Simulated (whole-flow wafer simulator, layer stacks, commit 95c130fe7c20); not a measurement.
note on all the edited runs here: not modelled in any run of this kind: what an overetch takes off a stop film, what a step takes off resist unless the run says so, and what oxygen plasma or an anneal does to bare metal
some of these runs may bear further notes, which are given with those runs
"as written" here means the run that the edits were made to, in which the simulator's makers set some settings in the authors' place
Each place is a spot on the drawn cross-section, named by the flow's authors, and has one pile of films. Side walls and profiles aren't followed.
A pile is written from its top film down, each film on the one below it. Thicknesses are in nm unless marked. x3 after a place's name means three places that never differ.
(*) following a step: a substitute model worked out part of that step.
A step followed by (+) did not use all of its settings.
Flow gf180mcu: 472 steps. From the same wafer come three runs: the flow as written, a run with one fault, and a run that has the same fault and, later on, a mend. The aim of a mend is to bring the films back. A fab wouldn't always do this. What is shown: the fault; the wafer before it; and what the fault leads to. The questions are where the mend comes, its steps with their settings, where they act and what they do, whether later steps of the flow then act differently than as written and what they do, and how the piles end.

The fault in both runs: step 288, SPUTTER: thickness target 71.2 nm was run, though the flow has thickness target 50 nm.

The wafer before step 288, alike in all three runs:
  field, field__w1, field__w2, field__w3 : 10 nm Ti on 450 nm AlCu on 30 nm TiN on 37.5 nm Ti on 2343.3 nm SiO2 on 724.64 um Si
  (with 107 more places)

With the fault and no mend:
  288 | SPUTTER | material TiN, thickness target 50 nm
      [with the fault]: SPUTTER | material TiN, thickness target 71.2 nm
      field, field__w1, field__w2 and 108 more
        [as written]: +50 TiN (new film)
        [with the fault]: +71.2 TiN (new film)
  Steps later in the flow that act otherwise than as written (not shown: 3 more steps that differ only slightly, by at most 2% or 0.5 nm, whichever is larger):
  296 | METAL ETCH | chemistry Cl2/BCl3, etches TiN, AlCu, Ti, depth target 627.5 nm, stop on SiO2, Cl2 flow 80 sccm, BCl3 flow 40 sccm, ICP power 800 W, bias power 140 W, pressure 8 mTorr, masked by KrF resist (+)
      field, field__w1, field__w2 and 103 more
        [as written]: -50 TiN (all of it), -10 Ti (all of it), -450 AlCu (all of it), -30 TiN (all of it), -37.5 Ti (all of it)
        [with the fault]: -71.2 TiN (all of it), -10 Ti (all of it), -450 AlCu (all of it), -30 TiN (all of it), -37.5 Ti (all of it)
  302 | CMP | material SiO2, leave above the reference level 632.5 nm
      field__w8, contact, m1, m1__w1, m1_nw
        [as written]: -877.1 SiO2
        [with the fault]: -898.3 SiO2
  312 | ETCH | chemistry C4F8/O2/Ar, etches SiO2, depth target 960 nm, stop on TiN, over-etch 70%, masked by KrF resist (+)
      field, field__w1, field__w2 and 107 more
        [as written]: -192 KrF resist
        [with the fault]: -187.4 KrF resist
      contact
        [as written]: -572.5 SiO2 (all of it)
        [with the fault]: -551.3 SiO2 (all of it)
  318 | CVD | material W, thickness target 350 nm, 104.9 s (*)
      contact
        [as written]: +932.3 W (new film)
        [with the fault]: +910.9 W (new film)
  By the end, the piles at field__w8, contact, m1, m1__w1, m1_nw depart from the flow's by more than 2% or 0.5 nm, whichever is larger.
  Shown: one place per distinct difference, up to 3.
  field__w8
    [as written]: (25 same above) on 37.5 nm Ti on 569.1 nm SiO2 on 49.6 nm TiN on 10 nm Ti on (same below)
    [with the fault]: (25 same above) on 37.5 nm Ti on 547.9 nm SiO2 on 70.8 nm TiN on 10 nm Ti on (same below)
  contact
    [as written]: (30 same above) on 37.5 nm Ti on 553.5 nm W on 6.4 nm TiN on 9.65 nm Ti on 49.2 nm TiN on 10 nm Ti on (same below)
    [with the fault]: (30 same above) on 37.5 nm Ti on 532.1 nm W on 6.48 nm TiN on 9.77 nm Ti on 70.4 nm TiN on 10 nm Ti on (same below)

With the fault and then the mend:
  The mend follows step 295.
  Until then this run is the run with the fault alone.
  295a | STRIP | chemistry O2/N2, power 2160 W, pressure 1700 mTorr (*)
      field__w8, contact, m1, m1__w1, m1_nw
        -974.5 KrF resist (all of it)
  295b | METAL ETCH | chemistry Cl2/BCl3, etches TiN, AlCu, Ti, depth target 21.2 nm, Cl2 flow 80 sccm, BCl3 flow 40 sccm, ICP power 800 W, bias power 140 W, pressure 8 mTorr (the flow's step 260, run once more with other settings)
      field, field__w1, field__w2 and 108 more
        -21.2 TiN
  295c | HMDS | 120 C, 60 s (the flow's step 290, run once more)
      alters no film at any place that is followed
  295d | COAT | KrF resist, thickness 1000 nm (the flow's step 291, run once more)
      field, field__w1, field__w2 and 108 more
        +1000 KrF resist (new film)
  295e | SOFTBAKE | KrF resist (the flow's step 292, run once more)
      alters no film at any place that is followed
  295f | EXPOSE | photomask Metal2 (the flow's step 293, run once more)
      alters no film at any place that is followed
  295g | PEB | KrF resist, 135 C, 90 s (the flow's step 294, run once more)
      field, field__w1, field__w2 and 108 more
        -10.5 KrF resist
  295h | DEVELOP | thickness 1000 nm, 60 s (the flow's step 295, run once more)
      field, field__w1, field__w2 and 103 more
        -989.5 KrF resist (all of it)
      field__w8, contact, m1, m1__w1, m1_nw
        -14.9 KrF resist
  None of the later steps of the flow acts differently than as written at any place that is followed.
  By the end, the piles equal the flow's at every place that both follow.
